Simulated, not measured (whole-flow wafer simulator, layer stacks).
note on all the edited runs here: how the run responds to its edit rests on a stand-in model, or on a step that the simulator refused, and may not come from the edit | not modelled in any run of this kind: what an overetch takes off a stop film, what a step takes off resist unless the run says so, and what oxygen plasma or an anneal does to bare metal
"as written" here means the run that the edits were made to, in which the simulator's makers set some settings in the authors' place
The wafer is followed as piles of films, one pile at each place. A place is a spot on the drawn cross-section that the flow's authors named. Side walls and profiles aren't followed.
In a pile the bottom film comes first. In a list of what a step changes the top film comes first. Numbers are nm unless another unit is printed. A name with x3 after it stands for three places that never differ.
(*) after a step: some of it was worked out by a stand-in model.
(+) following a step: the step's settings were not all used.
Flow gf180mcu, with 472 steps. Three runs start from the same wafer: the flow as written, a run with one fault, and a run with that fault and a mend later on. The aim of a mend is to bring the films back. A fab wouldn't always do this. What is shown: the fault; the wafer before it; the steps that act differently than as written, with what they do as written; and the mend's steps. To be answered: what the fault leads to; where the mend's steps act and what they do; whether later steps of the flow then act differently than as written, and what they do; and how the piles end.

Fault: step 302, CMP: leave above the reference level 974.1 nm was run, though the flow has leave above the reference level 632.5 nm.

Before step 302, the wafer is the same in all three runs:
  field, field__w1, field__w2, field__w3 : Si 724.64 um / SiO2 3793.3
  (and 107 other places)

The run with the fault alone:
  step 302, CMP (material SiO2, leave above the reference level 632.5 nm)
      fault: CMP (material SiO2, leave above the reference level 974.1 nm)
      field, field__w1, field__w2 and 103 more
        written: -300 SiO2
        fault: nothing
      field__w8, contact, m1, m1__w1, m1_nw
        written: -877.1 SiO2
        fault: -535.5 SiO2
  Steps further on in the flow that do not act as written (7 other steps are not shown; they differ only slightly, by no more than 2% or 0.5 nm, whichever is larger):
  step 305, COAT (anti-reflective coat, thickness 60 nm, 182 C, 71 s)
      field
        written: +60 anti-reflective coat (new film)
        fault: +76.6 anti-reflective coat (new film)
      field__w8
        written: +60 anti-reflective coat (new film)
        fault: +36.6 anti-reflective coat (new film)
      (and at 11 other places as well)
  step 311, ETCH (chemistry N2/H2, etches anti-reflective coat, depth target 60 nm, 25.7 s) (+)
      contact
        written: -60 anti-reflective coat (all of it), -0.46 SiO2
        fault: -38.1 anti-reflective coat (all of it), -1.02 SiO2
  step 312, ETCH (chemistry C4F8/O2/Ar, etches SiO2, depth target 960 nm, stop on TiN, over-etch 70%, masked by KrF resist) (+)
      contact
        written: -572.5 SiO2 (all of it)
        fault: -913.5 SiO2 (all of it)
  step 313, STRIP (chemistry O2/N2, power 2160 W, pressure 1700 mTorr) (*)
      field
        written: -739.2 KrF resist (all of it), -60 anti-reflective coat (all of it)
        fault: -731 KrF resist (all of it), -76.6 anti-reflective coat (all of it)
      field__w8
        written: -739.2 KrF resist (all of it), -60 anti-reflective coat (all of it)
        fault: -735.1 KrF resist (all of it), -36.6 anti-reflective coat (all of it)
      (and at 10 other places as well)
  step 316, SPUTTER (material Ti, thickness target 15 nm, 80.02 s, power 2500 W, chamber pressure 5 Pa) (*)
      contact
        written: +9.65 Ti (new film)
        fault: +8.11 Ti (new film)
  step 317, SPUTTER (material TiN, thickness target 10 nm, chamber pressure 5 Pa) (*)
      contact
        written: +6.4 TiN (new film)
        fault: +5.38 TiN (new film)
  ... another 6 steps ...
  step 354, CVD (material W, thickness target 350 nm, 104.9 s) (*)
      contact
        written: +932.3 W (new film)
        fault: +972.4 W (new film)
  The piles end different from the flow's at field, field__w1, field__w2 and 109 more by more than 2% or 0.5 nm, whichever is larger.
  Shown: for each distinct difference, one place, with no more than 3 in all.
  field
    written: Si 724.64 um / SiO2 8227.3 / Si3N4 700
    fault: Si 724.64 um / SiO2 8567.3 / Si3N4 700
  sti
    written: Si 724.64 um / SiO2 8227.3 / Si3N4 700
    fault: Si 724.64 um / SiO2 8567.2 / Si3N4 700
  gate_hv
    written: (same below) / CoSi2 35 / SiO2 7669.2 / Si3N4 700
    fault: (same below) / CoSi2 35 / SiO2 8009.1 / Si3N4 700

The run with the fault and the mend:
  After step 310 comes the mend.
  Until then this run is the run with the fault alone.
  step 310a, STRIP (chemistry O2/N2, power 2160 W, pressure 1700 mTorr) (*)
      iso_ptap_pw, iso_ntap_nw, iso_nw_fld and 33 more
        -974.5 KrF resist (all of it), -60 anti-reflective coat (all of it)
      field__w6, field_sub, field_sub__w1 and 17 more
        -974.9 KrF resist (all of it), -60.1 anti-reflective coat (all of it)
      field__w2, field__w3, field__w7 and 10 more
        -975 KrF resist (all of it), -60.1 anti-reflective coat (all of it)
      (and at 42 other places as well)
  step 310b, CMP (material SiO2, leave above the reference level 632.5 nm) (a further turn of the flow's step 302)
      field, field__w1, field__w2 and 103 more
        -300 SiO2
      field__w8, contact, m1, m1__w1, m1_nw
        -341.6 SiO2
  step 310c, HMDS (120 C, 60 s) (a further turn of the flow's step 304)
      leaves every film unchanged at each place that is followed
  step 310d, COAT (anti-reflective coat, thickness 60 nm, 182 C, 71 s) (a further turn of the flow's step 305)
      field, field__w1, field__w2 and 108 more
        +60 anti-reflective coat (new film)
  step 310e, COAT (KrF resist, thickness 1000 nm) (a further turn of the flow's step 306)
      field, field__w1, field__w2 and 108 more
        +1000 KrF resist (new film)
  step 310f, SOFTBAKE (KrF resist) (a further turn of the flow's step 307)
      leaves every film unchanged at each place that is followed
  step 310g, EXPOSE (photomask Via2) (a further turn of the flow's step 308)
      leaves every film unchanged at each place that is followed
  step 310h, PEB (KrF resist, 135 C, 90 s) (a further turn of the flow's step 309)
      field, field__w1, field__w2 and 108 more
        -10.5 KrF resist
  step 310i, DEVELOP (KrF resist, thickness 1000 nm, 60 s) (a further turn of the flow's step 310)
      field, field__w1, field__w2 and 107 more
        -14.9 KrF resist
      contact
        -989.5 KrF resist (all of it)
  Later steps of the flow that are run all act as written at every place that is followed.
  At every place that both follow, the piles at the end match the flow's.
